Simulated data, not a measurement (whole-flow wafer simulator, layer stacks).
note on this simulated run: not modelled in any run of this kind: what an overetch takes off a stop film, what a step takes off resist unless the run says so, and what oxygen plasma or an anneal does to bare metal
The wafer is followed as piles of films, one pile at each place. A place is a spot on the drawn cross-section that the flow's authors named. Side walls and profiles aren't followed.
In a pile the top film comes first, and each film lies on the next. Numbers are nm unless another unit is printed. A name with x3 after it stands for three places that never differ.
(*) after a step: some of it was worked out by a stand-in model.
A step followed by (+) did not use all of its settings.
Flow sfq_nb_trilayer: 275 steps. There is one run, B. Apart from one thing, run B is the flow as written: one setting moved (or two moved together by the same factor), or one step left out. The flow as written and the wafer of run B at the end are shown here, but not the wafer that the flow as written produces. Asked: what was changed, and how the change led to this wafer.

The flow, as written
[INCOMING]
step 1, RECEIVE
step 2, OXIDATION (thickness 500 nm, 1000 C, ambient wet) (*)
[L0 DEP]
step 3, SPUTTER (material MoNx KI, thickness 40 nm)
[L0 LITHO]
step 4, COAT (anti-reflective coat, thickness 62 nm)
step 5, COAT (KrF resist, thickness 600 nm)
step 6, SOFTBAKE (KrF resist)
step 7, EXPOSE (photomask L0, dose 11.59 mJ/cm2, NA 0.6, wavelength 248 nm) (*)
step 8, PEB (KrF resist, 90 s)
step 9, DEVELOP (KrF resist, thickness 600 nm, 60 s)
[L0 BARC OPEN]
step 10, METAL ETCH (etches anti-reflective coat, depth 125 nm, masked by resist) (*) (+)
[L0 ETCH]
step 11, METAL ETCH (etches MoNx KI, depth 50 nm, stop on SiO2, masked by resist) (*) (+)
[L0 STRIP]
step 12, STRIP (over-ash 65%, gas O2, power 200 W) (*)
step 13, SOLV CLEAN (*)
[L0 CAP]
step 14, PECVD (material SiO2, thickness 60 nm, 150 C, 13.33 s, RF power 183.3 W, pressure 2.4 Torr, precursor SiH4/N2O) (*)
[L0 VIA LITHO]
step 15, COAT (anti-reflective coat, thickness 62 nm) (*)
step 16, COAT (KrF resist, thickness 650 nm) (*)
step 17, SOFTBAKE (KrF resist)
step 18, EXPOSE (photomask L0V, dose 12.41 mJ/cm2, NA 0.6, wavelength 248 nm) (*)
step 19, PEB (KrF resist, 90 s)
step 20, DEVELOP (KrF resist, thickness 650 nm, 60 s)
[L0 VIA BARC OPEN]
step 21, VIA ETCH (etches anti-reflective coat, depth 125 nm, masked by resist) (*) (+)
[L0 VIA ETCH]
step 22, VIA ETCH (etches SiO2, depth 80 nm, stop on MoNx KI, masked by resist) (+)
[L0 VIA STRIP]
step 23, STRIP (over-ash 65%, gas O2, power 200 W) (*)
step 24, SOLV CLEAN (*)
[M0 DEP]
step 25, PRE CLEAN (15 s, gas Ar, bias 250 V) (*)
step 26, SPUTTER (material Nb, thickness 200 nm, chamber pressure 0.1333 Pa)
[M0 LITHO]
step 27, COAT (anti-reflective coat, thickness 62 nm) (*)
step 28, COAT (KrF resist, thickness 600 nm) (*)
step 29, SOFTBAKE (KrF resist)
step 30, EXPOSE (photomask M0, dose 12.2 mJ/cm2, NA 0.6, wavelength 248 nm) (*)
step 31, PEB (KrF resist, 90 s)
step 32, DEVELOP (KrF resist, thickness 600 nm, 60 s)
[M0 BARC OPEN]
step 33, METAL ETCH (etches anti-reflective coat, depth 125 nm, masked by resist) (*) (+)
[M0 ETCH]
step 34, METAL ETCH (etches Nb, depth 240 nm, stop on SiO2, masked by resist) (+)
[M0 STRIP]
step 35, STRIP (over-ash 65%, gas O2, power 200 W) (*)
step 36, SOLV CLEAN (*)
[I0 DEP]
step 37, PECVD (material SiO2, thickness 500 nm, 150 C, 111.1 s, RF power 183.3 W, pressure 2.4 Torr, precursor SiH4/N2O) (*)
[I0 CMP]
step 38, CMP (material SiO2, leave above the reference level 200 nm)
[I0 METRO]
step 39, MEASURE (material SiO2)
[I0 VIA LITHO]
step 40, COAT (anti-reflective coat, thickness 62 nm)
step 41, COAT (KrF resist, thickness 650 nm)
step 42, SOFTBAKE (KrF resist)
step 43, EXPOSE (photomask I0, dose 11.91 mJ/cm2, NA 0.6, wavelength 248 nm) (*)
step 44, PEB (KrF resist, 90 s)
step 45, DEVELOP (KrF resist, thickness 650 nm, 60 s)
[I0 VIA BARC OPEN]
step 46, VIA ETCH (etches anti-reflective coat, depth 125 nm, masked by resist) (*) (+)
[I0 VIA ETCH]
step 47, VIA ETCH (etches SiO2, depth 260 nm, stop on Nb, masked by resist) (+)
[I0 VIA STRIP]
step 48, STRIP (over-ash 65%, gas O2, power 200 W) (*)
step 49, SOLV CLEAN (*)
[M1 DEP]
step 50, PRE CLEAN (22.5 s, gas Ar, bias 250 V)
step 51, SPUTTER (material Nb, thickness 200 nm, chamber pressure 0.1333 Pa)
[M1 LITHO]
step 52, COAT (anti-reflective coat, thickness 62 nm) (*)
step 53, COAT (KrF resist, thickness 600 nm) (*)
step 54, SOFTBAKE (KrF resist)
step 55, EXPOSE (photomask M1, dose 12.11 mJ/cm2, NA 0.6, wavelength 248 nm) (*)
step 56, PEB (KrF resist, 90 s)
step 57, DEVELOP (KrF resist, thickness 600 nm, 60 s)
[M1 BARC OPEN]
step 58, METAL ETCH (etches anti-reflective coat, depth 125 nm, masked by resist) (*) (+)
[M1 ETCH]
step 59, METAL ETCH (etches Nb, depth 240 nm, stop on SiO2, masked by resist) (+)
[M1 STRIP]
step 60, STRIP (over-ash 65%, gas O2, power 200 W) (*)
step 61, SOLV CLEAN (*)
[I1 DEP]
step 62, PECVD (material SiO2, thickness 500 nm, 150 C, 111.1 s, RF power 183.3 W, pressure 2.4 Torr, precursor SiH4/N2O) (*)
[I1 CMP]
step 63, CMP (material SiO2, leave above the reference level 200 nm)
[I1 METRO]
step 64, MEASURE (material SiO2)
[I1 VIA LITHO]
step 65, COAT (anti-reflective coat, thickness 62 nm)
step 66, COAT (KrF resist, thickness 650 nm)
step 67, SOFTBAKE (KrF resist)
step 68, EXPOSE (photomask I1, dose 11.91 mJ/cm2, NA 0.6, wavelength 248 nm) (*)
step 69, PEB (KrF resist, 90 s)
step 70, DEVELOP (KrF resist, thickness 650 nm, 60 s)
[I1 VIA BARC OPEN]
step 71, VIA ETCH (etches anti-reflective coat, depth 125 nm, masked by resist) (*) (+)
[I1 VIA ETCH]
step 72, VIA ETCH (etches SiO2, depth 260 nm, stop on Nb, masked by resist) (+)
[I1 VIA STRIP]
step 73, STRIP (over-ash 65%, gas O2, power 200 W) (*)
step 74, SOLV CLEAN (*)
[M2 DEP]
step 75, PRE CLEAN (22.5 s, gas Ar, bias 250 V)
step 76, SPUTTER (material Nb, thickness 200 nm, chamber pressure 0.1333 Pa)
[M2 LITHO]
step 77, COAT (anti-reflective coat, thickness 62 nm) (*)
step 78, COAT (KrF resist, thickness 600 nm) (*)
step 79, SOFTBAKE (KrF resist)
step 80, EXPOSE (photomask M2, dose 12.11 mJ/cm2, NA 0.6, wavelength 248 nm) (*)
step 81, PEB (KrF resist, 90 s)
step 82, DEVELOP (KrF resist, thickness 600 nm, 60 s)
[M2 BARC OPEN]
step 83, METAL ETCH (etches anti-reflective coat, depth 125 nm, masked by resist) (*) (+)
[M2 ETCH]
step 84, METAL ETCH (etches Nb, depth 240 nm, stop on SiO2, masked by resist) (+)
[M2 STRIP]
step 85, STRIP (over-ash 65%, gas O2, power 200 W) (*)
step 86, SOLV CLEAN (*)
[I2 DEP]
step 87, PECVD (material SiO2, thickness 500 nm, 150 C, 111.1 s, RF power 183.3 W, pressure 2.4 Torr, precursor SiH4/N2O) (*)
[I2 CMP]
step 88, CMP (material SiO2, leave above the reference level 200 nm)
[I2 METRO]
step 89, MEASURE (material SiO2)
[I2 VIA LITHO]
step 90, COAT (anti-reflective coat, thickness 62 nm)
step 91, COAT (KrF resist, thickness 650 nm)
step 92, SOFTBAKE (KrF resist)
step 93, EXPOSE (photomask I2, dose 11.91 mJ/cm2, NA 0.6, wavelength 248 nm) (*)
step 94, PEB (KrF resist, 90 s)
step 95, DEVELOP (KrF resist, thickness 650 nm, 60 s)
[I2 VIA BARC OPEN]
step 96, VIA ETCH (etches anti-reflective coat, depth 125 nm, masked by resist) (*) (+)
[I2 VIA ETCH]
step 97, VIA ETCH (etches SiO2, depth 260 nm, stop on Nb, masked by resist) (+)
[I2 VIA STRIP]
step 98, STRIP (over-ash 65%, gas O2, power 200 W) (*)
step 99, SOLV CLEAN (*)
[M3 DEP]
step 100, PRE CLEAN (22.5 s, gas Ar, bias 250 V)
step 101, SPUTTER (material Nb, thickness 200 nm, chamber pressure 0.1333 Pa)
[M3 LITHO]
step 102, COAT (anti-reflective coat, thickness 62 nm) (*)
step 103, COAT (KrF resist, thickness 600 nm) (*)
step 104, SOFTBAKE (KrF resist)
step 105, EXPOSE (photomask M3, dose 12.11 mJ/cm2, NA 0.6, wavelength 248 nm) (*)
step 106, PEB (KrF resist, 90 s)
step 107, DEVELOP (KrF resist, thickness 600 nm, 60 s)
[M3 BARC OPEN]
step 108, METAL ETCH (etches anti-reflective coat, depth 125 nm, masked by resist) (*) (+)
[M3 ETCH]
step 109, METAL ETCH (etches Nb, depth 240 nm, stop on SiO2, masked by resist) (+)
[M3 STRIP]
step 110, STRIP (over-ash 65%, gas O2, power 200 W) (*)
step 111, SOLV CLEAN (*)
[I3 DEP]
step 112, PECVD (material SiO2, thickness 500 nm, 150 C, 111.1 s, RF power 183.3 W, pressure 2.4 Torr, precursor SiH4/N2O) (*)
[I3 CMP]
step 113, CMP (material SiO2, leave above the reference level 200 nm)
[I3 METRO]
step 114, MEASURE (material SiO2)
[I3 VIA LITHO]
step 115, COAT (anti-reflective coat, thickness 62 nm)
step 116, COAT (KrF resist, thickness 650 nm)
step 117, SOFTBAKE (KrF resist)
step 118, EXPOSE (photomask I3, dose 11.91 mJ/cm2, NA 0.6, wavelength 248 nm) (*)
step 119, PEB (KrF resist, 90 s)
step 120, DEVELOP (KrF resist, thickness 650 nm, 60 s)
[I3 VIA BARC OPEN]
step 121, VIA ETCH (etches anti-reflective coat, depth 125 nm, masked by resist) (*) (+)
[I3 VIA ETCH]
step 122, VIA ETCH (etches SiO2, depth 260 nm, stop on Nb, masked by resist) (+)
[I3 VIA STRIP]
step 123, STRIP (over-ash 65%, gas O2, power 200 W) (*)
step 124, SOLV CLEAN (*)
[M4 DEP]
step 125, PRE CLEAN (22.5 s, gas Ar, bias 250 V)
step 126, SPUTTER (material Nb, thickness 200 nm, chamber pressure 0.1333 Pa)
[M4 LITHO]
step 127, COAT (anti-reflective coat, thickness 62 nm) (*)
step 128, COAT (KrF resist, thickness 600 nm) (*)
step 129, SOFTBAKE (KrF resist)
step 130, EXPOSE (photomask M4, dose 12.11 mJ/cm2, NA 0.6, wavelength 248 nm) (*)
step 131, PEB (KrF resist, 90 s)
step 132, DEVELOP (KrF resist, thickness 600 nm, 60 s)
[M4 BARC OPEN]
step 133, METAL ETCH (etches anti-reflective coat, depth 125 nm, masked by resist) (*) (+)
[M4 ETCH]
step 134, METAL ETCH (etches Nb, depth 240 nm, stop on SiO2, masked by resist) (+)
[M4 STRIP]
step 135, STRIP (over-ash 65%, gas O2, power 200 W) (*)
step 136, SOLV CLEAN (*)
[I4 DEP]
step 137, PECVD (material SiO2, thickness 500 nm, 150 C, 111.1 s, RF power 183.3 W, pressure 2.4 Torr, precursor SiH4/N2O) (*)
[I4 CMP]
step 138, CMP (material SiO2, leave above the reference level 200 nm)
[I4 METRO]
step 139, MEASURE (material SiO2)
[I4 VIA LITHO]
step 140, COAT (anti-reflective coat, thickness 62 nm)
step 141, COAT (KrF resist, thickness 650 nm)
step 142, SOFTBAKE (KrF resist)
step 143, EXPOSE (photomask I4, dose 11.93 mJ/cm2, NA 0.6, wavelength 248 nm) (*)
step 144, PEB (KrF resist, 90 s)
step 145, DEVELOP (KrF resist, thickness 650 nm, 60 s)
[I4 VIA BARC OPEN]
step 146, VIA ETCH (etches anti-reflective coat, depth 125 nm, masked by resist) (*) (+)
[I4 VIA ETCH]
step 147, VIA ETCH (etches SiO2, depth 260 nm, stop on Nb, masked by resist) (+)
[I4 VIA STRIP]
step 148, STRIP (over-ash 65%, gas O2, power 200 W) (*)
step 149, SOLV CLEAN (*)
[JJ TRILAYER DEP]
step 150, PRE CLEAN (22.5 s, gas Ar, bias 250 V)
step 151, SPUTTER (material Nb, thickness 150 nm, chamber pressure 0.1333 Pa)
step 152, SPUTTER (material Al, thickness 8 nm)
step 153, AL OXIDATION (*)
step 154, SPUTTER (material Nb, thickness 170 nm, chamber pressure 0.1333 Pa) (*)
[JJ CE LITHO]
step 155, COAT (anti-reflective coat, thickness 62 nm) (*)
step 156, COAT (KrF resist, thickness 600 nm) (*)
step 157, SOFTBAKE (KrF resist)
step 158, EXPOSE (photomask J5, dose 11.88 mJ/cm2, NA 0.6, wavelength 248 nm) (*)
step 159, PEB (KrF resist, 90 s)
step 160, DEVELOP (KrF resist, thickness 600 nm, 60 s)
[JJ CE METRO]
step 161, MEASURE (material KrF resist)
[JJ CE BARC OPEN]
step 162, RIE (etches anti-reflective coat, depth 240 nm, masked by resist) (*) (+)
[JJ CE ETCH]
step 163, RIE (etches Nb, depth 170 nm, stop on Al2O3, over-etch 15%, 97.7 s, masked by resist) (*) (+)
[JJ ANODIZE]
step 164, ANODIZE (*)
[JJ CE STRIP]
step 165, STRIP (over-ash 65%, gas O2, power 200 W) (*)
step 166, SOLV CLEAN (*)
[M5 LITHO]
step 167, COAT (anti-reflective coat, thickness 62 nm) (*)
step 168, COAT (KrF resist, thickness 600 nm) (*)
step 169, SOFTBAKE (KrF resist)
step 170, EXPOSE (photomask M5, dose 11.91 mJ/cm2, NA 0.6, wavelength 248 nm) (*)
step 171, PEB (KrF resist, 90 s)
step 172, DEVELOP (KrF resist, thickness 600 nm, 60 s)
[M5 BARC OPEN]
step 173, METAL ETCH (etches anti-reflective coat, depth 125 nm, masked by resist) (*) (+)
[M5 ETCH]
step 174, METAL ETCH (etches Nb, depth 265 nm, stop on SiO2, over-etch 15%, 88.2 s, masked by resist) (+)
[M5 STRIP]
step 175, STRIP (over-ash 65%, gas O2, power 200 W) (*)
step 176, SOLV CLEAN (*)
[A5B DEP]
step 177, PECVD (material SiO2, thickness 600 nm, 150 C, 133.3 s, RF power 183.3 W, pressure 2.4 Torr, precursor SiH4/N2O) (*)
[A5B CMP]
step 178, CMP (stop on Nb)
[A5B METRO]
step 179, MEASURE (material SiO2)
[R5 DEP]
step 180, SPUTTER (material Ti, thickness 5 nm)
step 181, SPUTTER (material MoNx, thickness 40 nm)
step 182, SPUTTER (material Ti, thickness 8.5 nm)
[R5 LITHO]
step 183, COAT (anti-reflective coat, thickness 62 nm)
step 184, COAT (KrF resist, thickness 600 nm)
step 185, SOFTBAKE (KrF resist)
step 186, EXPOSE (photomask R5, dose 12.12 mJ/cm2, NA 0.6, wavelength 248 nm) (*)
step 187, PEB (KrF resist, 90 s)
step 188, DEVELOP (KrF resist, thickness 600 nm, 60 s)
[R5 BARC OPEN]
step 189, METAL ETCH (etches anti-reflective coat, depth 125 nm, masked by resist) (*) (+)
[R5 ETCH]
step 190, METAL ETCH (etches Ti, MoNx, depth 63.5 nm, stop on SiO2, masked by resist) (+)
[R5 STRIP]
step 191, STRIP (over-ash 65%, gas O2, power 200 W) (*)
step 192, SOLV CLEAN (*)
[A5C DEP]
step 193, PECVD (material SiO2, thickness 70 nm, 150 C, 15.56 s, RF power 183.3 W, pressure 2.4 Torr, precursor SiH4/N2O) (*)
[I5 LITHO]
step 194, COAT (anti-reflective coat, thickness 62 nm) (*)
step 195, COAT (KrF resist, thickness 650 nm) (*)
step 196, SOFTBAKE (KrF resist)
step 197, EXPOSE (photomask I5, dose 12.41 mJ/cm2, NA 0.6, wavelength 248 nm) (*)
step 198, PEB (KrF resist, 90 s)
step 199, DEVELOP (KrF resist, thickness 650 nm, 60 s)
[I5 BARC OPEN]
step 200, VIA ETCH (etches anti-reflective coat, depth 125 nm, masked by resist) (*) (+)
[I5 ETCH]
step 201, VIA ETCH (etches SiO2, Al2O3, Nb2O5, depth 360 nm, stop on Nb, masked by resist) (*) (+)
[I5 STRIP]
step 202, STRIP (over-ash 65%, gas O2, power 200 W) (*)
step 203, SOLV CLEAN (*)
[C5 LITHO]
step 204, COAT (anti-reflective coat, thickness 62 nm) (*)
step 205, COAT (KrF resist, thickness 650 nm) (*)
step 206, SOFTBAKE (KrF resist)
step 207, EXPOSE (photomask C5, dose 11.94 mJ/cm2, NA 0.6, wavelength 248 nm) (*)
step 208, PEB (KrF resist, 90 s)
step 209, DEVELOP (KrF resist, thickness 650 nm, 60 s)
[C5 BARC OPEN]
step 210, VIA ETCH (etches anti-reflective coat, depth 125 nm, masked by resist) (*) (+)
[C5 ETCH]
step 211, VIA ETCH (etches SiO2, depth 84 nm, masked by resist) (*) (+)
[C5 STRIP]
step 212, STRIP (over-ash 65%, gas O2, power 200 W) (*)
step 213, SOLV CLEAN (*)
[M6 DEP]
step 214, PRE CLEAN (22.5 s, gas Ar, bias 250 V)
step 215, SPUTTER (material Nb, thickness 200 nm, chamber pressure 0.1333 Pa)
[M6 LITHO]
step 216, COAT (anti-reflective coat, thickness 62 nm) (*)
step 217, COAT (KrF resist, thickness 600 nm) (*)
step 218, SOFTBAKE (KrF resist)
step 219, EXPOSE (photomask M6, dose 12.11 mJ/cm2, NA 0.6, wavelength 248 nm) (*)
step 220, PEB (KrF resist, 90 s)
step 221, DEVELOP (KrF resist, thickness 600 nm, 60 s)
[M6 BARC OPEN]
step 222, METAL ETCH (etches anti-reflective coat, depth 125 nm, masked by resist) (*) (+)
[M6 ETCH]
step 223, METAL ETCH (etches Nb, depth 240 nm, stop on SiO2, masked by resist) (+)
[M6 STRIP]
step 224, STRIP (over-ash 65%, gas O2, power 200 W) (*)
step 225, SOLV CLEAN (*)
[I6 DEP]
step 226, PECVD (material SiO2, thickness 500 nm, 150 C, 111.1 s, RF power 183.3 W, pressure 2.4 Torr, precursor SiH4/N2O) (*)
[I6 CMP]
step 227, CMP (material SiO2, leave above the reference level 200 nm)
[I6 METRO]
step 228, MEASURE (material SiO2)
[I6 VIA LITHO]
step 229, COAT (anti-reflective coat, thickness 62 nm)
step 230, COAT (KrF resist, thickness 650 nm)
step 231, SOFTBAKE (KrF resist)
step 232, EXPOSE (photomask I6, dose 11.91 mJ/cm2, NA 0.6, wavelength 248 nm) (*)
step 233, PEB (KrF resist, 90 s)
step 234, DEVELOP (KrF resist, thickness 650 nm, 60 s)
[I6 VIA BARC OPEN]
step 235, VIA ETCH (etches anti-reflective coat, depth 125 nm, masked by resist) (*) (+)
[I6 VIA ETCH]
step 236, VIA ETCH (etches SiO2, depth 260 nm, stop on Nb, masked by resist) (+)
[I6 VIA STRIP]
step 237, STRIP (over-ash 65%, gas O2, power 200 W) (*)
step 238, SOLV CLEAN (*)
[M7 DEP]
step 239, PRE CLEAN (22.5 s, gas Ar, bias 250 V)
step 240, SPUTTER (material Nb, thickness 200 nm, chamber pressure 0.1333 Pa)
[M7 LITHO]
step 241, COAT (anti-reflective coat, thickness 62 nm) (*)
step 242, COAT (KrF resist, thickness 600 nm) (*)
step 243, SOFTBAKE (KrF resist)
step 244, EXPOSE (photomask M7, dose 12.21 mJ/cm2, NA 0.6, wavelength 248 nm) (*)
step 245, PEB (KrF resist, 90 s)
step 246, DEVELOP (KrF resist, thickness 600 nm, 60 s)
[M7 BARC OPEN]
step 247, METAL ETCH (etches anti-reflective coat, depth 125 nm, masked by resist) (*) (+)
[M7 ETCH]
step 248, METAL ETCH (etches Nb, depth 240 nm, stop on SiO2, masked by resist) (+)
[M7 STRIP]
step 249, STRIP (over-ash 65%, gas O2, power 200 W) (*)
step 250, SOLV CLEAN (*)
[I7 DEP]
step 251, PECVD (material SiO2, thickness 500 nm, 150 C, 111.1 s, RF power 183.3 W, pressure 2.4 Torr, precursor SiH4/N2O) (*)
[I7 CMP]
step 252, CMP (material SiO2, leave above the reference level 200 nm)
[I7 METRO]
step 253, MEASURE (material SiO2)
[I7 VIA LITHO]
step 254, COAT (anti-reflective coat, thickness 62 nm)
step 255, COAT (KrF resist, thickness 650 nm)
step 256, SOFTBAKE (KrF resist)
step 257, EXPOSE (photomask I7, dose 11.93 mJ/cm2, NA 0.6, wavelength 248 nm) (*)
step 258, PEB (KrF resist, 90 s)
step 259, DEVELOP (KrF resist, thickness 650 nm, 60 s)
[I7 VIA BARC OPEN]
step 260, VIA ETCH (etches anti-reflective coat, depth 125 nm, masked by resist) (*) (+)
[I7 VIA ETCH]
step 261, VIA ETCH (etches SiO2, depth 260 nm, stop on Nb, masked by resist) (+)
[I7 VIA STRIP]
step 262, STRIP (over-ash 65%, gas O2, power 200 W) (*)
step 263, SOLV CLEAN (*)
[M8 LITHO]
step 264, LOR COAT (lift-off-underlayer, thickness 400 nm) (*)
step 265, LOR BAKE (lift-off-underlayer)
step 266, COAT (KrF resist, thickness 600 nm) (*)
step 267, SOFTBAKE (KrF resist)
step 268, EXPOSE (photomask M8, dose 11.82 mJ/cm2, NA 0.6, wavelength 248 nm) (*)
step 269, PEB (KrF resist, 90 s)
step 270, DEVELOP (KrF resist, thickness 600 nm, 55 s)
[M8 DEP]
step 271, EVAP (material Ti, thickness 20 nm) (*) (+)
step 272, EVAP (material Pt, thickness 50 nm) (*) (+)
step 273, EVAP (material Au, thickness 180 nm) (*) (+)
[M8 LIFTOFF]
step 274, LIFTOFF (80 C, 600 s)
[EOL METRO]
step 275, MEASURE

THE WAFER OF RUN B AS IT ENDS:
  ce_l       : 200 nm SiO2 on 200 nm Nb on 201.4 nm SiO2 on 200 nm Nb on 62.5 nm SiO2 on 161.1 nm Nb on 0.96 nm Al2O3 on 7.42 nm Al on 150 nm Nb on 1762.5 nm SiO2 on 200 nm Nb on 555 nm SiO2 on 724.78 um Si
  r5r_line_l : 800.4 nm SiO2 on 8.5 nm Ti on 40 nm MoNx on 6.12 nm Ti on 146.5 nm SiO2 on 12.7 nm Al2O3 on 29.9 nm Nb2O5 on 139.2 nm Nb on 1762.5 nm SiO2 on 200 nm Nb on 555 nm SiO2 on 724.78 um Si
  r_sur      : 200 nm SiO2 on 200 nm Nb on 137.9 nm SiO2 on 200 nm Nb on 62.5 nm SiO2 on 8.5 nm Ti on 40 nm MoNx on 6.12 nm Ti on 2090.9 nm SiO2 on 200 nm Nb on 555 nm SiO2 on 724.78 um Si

The reason: step 180, SPUTTER: thickness 6.12 nm was run, whereas the flow has thickness 5 nm.
One can read it off the wafer: r5r_line_l has Ti 6.12, and step 180 as written asks for 5 nm.

Step by step, how the change led to this:
  step 180, SPUTTER (material Ti, thickness 5 nm)
      field_l, v_sur, via_wl and 103 more: +6.12 Ti (new film) (as written it would have been: +5 Ti (new film))
  step 190, METAL ETCH (etches Ti, MoNx, depth 63.5 nm, stop on SiO2, masked by resist) (+)
      field_l, v_sur, via_wl and 92 more: -8.5 Ti (all of it), -40 MoNx (all of it), -6.12 Ti (all of it) (as written it would have been: -8.5 Ti (all of it), -40 MoNx (all of it), -5 Ti (all of it))
      ce_l, c5j, ce_r, wl_jj: -8.5 Ti (all of it), -40 MoNx (all of it), -6.12 Ti (all of it), -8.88 Nb (as written it would have been: -8.5 Ti (all of it), -40 MoNx (all of it), -5 Ti (all of it), -10 Nb)
